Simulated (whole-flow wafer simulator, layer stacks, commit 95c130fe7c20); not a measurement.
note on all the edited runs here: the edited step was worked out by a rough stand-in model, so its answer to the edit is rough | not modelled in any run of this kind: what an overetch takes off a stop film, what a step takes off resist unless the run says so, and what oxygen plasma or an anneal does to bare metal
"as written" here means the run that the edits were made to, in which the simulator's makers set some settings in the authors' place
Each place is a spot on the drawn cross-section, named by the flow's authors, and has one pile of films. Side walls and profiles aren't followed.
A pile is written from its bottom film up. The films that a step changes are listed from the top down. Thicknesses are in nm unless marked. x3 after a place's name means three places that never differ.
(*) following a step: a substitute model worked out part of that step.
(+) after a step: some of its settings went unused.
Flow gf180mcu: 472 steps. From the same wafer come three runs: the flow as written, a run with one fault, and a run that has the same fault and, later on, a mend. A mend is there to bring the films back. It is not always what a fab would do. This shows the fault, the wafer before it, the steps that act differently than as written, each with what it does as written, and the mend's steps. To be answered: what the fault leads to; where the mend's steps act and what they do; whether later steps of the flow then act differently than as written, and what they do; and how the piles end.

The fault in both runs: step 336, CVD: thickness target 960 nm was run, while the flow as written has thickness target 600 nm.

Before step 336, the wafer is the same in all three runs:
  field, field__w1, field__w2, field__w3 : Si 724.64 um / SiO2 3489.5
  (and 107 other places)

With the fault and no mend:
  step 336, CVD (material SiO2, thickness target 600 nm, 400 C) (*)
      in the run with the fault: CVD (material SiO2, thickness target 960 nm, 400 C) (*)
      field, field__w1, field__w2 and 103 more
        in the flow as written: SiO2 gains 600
        in the run with the fault: SiO2 gains 960
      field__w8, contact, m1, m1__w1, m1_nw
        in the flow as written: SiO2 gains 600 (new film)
        in the run with the fault: SiO2 gains 960 (new film)
  Steps later in the flow that act otherwise than as written:
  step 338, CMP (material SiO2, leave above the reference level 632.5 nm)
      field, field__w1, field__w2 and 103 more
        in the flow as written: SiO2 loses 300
        in the run with the fault: SiO2 loses 660
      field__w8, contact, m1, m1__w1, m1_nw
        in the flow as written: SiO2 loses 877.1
        in the run with the fault: SiO2 loses 1237.1
  The piles end the same as the flow's at every place that both follow.

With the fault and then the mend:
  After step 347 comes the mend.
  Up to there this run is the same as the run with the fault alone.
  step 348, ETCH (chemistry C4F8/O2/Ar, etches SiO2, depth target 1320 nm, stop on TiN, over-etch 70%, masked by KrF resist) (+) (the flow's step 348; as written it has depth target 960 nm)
      field, field__w1, field__w2 and 107 more
        KrF resist loses 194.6
      contact
        SiO2 loses 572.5 (all of it)
  Every later step of the flow that is run acts as written, at every place that is followed, to within 2% or 0.5 nm, whichever is larger.
  The piles end the same as the flow's at every place that both follow.
